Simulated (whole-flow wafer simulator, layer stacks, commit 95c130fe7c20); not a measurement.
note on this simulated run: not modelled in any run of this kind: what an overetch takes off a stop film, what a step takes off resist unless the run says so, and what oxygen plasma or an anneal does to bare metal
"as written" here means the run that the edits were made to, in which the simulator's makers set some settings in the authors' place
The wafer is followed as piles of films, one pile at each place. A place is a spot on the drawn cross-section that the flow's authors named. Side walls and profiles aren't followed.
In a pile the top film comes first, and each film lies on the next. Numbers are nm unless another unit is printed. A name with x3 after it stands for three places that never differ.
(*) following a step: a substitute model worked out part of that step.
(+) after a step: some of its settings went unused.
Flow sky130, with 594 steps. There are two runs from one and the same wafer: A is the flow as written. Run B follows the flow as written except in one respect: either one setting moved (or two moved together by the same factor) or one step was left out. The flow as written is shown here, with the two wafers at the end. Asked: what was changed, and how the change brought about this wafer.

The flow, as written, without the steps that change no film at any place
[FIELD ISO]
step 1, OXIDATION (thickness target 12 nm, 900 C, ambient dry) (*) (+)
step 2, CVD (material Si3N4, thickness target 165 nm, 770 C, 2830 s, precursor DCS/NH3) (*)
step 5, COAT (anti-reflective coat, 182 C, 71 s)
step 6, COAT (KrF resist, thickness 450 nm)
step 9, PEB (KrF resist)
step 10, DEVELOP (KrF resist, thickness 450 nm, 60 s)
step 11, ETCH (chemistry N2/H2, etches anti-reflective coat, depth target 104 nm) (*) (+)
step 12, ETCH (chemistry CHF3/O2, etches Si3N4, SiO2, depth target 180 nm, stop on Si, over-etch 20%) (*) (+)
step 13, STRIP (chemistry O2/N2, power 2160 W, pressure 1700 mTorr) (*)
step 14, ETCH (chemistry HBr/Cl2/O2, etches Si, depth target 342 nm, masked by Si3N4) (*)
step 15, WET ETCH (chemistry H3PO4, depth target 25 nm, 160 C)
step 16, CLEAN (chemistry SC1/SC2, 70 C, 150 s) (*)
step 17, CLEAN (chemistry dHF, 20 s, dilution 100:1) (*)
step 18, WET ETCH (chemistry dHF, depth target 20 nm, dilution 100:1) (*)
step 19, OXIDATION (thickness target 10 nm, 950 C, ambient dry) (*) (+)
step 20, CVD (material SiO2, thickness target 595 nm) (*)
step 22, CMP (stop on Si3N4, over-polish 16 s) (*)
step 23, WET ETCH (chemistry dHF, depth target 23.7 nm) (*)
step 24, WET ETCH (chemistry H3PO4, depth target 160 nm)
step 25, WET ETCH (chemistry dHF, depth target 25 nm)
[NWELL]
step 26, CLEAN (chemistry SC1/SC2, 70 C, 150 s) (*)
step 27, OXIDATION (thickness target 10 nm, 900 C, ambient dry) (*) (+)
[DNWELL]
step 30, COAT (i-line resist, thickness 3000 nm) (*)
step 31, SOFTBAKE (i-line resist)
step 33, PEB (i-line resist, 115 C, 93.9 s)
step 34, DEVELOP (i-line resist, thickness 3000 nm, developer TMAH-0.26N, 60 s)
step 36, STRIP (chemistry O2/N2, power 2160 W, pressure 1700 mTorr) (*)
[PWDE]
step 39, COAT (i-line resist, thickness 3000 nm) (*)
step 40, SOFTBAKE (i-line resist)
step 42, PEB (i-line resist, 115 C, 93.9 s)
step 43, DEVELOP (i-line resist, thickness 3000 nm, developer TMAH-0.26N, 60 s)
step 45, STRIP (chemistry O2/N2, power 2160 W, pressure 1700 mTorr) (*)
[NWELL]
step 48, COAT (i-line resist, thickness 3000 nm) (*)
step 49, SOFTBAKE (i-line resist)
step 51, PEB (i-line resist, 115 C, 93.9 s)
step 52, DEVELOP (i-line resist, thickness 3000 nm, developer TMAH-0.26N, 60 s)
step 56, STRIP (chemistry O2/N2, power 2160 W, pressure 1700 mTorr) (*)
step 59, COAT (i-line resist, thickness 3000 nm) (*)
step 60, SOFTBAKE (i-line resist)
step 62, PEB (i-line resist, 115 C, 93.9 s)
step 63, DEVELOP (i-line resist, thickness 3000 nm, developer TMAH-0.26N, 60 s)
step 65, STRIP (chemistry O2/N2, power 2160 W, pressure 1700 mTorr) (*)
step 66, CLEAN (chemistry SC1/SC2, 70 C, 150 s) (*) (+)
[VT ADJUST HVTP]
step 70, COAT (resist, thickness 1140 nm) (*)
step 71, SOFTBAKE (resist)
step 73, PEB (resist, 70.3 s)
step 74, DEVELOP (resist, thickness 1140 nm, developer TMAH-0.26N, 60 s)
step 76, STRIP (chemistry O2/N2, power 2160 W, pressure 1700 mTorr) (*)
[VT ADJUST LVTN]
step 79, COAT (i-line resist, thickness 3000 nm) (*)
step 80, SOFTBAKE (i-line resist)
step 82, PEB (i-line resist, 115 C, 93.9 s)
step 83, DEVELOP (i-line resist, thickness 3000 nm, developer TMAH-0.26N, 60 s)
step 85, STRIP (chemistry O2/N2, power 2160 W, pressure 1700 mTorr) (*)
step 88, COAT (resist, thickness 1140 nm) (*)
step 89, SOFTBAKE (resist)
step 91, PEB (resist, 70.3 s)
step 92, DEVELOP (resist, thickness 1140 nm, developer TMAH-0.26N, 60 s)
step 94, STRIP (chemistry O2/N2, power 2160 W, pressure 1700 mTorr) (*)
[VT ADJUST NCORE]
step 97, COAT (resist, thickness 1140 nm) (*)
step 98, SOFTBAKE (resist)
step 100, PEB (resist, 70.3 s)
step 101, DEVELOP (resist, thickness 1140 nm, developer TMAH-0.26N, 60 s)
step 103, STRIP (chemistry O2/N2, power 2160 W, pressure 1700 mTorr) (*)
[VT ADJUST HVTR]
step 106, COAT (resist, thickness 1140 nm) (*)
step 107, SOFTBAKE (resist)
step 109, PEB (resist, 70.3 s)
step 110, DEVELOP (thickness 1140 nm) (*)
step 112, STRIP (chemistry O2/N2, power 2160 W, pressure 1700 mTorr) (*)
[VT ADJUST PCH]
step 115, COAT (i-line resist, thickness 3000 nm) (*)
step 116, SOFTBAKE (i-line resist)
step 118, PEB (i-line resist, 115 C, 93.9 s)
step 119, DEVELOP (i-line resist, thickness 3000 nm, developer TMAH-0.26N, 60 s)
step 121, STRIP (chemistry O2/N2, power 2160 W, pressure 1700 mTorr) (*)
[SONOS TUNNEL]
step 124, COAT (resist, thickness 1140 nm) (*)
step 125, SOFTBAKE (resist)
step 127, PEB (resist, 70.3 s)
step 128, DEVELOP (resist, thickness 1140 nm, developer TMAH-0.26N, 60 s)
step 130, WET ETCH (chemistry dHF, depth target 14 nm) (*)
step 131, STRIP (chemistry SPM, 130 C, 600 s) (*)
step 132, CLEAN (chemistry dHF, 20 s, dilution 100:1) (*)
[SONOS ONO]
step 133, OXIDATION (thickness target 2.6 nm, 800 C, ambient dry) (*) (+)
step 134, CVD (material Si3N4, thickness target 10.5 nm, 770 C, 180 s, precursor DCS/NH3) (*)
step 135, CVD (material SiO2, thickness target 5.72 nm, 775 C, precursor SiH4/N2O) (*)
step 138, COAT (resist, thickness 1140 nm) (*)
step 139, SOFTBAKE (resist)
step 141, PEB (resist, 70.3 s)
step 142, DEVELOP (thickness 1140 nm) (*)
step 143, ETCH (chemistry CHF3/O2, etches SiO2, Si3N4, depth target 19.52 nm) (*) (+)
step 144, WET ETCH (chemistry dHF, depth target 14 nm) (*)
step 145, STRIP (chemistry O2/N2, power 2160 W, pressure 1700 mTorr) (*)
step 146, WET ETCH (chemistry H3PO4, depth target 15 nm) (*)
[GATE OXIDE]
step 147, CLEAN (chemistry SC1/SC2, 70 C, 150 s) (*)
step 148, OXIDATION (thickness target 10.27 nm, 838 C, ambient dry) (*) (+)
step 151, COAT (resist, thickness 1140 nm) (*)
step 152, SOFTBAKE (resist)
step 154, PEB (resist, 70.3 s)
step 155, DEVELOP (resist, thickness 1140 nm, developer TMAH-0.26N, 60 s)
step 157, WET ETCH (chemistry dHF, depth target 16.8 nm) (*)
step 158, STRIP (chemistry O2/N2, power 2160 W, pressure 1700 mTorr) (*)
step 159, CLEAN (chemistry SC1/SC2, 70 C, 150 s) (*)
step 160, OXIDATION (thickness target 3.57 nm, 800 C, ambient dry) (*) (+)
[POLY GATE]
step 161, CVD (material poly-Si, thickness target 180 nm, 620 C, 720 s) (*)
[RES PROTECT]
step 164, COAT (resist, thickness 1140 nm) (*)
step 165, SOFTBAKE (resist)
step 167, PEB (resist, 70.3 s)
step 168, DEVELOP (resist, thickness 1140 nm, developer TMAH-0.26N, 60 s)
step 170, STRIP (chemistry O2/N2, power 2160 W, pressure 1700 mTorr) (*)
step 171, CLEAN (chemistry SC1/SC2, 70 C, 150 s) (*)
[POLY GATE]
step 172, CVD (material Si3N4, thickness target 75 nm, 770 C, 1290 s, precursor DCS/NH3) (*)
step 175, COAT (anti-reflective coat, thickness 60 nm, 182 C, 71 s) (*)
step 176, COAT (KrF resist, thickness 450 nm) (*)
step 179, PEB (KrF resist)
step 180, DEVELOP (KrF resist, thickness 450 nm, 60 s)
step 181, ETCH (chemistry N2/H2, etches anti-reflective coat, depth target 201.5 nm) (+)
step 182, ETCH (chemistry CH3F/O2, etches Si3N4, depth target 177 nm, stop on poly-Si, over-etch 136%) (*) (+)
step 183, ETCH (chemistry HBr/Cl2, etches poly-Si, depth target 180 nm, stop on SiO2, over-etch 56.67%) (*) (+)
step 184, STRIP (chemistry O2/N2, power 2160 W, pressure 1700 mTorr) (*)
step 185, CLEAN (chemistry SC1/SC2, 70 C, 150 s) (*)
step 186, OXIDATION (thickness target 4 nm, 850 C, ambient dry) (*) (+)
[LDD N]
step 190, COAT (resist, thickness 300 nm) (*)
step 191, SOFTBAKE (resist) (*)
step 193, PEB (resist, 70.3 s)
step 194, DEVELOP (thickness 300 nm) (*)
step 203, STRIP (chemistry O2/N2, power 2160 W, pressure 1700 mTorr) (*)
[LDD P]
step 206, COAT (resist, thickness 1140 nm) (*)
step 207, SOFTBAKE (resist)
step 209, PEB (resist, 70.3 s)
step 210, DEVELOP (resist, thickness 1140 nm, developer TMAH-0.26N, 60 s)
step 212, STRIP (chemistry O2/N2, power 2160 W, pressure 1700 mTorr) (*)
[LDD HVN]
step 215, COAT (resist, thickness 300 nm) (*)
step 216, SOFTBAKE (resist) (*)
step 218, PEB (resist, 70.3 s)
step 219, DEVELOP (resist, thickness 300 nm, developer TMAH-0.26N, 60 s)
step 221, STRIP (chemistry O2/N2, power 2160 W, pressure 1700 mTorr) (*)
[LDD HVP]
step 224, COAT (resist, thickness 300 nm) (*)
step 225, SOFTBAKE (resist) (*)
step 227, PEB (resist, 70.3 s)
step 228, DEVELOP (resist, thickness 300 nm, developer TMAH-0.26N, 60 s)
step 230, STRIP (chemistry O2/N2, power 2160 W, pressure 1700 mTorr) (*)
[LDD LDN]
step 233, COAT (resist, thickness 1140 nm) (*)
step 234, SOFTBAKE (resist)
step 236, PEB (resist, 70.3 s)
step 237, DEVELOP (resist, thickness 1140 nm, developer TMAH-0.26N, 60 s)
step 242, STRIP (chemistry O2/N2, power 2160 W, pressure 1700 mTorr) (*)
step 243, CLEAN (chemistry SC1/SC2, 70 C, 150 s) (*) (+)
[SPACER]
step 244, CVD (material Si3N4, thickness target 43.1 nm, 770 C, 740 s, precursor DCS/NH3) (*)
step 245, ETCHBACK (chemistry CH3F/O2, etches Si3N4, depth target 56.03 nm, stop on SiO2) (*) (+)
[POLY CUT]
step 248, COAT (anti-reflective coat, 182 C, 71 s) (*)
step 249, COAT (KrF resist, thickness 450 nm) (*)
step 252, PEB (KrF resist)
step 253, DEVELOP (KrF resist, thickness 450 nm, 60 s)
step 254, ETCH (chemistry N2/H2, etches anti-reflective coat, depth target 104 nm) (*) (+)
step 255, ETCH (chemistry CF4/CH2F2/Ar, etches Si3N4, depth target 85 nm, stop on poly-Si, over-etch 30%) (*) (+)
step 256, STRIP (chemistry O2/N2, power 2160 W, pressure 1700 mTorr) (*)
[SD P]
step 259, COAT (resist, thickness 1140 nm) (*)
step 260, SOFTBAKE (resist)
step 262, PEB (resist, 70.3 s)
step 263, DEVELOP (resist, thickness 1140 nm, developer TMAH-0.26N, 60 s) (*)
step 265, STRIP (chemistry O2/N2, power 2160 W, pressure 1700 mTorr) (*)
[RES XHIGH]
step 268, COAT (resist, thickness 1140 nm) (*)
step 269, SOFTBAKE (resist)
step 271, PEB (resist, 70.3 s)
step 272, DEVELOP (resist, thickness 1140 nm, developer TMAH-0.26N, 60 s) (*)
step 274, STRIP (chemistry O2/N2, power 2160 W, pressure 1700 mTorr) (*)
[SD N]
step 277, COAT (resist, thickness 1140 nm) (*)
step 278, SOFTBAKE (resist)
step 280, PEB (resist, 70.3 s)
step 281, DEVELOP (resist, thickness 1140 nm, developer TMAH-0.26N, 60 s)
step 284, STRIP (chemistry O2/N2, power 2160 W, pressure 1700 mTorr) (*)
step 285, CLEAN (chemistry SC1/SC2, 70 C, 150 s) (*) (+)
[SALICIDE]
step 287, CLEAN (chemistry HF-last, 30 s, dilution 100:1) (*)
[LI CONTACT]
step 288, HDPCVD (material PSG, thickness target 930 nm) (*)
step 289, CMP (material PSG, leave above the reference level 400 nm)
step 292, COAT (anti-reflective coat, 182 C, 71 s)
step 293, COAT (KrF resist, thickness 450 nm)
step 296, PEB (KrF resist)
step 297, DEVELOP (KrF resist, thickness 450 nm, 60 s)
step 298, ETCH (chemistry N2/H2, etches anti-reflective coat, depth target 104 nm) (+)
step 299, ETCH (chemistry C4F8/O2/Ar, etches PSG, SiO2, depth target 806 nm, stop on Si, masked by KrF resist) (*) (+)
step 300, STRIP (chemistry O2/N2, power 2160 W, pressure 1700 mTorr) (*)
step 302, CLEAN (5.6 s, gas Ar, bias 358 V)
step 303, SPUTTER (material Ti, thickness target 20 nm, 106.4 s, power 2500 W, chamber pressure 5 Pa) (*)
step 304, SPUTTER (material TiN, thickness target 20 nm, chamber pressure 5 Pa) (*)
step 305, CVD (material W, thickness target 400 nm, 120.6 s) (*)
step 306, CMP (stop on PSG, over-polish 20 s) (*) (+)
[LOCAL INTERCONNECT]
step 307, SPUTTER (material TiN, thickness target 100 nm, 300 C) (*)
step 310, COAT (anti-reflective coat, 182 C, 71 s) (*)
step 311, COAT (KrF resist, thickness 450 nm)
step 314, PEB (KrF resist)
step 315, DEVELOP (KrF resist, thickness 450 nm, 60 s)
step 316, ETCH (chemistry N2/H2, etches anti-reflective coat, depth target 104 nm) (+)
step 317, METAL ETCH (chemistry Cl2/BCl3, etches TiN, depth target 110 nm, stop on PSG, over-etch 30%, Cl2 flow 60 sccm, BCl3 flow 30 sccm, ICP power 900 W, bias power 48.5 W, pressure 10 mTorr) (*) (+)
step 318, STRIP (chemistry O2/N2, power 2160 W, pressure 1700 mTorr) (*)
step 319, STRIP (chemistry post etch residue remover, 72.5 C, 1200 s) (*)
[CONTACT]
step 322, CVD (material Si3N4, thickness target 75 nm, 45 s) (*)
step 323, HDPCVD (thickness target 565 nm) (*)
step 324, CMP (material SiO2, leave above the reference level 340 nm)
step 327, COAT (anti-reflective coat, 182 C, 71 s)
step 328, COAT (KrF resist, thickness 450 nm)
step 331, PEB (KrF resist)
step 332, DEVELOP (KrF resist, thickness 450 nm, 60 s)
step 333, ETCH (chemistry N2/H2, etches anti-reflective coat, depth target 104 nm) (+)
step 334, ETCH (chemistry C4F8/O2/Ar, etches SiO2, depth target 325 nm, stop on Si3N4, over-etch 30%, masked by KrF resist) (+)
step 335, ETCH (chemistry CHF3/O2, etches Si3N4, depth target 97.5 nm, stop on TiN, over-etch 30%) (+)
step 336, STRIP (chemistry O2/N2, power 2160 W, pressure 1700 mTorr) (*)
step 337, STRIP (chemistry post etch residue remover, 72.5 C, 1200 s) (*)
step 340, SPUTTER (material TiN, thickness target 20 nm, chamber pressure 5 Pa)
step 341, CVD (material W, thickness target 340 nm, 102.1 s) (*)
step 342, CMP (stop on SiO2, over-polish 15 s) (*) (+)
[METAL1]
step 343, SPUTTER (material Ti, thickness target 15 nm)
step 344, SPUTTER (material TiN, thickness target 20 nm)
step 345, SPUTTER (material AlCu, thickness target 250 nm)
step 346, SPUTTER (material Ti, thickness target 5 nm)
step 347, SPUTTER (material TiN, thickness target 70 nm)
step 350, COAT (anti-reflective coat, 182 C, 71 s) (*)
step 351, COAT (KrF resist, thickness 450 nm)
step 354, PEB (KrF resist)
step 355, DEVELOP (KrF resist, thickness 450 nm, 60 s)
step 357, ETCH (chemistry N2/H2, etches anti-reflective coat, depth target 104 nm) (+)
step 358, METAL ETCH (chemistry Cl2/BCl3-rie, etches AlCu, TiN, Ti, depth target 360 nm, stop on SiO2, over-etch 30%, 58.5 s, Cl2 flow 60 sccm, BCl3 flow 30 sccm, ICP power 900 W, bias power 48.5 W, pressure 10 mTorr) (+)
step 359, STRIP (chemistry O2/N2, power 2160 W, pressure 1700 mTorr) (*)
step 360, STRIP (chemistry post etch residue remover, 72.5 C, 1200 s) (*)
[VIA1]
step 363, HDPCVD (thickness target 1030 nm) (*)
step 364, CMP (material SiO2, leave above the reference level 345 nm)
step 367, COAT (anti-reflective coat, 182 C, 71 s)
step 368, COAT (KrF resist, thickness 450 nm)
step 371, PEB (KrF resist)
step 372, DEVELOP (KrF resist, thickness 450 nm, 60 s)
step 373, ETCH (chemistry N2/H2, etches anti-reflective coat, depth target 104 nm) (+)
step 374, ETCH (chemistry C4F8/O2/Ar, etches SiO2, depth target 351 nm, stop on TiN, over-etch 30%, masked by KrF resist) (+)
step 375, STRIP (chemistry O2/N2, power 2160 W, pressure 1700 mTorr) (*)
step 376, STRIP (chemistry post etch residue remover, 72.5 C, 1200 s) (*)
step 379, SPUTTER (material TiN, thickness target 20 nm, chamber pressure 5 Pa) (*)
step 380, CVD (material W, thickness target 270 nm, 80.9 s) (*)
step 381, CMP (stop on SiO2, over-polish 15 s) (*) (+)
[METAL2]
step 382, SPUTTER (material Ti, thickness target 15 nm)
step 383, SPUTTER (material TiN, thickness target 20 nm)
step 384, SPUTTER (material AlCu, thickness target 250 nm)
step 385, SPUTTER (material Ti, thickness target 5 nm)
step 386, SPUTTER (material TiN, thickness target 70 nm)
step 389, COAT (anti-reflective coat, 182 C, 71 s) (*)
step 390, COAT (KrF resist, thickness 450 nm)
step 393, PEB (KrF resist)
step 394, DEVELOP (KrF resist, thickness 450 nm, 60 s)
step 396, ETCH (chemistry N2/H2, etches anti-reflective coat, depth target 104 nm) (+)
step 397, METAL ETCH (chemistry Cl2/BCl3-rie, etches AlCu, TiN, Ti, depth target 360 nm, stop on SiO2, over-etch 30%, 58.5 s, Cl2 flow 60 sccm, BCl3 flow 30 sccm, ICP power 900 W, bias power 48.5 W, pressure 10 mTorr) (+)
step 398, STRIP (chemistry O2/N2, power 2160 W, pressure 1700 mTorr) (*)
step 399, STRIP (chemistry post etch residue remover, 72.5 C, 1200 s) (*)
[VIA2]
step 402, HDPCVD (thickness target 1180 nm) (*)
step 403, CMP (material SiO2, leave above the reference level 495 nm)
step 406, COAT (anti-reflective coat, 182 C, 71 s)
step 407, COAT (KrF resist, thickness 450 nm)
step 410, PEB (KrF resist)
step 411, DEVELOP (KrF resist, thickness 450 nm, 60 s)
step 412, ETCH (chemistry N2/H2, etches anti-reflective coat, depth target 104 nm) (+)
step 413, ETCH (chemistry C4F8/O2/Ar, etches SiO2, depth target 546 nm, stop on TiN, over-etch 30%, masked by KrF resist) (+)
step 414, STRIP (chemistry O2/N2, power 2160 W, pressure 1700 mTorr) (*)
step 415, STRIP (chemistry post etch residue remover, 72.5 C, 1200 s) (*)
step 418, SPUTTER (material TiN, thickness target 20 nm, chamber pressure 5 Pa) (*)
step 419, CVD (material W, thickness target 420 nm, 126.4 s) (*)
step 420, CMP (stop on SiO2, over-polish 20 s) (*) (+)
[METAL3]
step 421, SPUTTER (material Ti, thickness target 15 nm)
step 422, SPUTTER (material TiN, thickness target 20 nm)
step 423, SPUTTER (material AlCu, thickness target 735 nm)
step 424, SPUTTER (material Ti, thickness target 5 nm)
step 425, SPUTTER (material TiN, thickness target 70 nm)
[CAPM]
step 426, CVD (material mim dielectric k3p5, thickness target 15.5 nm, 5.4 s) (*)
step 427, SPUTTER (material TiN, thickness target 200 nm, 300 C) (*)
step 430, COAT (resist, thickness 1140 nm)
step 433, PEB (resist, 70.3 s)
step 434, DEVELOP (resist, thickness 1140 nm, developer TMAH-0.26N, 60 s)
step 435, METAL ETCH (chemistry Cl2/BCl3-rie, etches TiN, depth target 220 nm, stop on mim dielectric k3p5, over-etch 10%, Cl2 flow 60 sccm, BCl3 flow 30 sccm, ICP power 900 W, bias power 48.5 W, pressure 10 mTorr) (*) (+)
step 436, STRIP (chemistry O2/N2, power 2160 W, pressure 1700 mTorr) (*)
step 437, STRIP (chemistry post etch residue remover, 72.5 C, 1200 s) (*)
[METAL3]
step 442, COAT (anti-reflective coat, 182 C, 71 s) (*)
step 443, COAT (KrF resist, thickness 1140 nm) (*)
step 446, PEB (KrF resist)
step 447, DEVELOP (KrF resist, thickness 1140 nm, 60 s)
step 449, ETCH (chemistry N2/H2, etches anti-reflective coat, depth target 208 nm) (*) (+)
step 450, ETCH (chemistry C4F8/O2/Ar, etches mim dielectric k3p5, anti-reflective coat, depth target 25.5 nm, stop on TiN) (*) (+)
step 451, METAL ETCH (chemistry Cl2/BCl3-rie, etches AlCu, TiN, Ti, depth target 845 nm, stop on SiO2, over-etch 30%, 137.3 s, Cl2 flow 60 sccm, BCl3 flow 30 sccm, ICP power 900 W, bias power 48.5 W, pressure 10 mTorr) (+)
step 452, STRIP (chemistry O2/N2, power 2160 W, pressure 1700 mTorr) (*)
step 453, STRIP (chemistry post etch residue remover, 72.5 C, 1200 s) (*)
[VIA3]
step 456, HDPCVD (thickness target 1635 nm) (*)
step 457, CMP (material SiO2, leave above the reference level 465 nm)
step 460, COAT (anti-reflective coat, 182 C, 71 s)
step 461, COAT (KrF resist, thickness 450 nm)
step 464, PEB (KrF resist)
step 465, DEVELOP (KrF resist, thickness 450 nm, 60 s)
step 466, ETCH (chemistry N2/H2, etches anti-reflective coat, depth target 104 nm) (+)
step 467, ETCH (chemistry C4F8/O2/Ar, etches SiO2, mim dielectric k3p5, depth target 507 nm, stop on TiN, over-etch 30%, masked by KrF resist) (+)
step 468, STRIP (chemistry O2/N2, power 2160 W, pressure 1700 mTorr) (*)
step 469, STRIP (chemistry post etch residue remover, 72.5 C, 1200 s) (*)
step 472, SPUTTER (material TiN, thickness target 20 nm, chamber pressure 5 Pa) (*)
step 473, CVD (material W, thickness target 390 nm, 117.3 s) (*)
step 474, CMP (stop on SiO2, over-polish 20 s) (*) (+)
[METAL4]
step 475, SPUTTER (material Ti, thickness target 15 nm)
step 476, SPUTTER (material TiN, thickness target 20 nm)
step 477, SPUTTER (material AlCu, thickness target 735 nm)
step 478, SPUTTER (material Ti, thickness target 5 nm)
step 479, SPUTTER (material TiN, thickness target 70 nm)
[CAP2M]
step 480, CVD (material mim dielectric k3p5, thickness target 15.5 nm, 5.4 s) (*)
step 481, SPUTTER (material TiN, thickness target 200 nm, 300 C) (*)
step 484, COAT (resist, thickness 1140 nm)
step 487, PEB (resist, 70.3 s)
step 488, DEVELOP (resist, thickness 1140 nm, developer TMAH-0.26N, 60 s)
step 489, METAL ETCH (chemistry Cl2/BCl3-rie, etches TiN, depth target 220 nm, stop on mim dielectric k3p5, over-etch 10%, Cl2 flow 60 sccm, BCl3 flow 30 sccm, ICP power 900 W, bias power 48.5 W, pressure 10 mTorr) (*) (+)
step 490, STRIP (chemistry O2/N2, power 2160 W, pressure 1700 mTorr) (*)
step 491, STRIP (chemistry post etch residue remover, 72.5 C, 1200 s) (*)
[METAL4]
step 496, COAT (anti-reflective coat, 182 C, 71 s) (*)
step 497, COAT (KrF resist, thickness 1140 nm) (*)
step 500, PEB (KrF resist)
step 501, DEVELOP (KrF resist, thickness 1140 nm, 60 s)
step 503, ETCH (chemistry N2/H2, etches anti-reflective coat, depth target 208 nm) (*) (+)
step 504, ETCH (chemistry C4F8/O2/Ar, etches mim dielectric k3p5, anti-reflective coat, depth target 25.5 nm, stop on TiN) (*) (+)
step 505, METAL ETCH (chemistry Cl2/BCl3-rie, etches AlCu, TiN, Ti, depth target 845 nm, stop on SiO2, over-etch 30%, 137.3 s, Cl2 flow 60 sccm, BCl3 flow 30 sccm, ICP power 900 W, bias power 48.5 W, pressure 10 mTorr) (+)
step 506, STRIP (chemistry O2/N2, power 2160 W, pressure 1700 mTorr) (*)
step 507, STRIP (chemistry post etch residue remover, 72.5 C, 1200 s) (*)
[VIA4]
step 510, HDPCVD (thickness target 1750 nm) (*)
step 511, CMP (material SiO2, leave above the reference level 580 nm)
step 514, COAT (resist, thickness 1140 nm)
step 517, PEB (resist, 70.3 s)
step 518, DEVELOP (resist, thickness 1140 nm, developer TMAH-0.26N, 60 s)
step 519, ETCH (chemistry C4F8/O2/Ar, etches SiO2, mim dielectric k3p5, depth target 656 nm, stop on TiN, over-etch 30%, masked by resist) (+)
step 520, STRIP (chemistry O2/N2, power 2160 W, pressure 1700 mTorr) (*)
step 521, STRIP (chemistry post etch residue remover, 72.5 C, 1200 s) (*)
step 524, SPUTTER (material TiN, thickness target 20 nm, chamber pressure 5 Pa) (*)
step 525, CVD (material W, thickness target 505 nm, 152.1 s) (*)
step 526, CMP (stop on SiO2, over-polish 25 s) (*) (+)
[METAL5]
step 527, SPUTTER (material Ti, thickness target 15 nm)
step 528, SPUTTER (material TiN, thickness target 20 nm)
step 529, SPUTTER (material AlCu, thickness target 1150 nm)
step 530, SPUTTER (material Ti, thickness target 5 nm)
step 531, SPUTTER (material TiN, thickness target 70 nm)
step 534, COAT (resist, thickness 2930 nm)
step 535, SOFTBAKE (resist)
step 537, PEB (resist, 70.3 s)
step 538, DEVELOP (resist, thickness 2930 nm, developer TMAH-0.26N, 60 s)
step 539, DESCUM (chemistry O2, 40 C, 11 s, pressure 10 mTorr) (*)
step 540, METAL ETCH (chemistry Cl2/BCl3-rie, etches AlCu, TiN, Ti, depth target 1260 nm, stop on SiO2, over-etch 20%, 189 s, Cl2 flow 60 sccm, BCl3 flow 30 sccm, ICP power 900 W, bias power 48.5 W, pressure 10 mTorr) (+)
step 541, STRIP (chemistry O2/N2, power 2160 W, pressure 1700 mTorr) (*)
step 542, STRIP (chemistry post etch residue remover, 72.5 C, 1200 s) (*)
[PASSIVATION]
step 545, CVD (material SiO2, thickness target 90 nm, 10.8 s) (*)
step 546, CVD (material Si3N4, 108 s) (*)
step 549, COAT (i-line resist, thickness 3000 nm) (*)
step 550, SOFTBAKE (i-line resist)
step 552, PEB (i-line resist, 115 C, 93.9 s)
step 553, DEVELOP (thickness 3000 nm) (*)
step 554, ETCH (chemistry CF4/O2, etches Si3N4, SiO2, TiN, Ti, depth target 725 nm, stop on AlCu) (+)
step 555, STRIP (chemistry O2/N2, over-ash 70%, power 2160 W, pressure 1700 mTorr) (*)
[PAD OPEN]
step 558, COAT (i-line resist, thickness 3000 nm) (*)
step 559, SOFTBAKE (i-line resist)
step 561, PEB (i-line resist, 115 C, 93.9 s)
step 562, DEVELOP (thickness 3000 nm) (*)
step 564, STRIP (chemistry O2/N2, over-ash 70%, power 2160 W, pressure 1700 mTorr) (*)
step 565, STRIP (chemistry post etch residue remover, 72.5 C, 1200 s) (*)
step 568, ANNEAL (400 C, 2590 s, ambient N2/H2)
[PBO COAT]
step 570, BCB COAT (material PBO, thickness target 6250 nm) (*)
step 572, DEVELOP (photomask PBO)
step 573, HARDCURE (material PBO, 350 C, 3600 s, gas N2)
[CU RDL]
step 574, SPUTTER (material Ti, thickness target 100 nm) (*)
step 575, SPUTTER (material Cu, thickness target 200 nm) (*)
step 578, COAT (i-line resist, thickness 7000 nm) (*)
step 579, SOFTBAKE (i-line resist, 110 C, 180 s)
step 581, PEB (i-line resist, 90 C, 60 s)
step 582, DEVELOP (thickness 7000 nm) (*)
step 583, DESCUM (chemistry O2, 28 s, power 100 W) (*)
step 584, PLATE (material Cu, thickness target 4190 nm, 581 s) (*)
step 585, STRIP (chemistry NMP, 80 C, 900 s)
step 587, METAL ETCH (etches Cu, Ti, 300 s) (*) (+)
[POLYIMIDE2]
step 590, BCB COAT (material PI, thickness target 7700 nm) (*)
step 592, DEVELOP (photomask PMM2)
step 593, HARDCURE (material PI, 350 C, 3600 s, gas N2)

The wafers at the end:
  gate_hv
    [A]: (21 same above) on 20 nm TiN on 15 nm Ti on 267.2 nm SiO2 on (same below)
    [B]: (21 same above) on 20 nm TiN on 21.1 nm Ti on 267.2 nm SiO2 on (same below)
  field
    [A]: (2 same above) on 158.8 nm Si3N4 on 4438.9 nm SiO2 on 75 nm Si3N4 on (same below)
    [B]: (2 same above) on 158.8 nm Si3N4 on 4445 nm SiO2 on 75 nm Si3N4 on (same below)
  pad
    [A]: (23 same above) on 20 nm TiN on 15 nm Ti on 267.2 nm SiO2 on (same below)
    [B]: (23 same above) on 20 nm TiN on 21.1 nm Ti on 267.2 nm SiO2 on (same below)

The reason: step 382, SPUTTER: thickness target 21.1 nm was run, whereas the flow has thickness target 15 nm.
One can read it off the wafer: gate_hv has Ti 21.1, and step 382 as written asks for 15 nm.

The path from the change to this, step by step:
  step 382, SPUTTER (material Ti, thickness target 15 nm)
      field, active, n_well and 188 more: A Ti gains 15 (new film) | B Ti gains 21.1 (new film)
  step 397, METAL ETCH (chemistry Cl2/BCl3-rie, etches AlCu, TiN, Ti, depth target 360 nm, stop on SiO2, over-etch 30%, 58.5 s, Cl2 flow 60 sccm, BCl3 flow 30 sccm, ICP power 900 W, bias power 48.5 W, pressure 10 mTorr) (+)
      field, active, gate and 82 more: A TiN loses 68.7 (all of it), Ti loses 5 (all of it), AlCu loses 250 (all of it), TiN loses 20 (all of it), Ti loses 15 (all of it), SiO2 loses 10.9 | B TiN loses 68.7 (all of it), Ti loses 5 (all of it), AlCu loses 250 (all of it), TiN loses 20 (all of it), Ti loses 21.1 (all of it), SiO2 loses 10.3
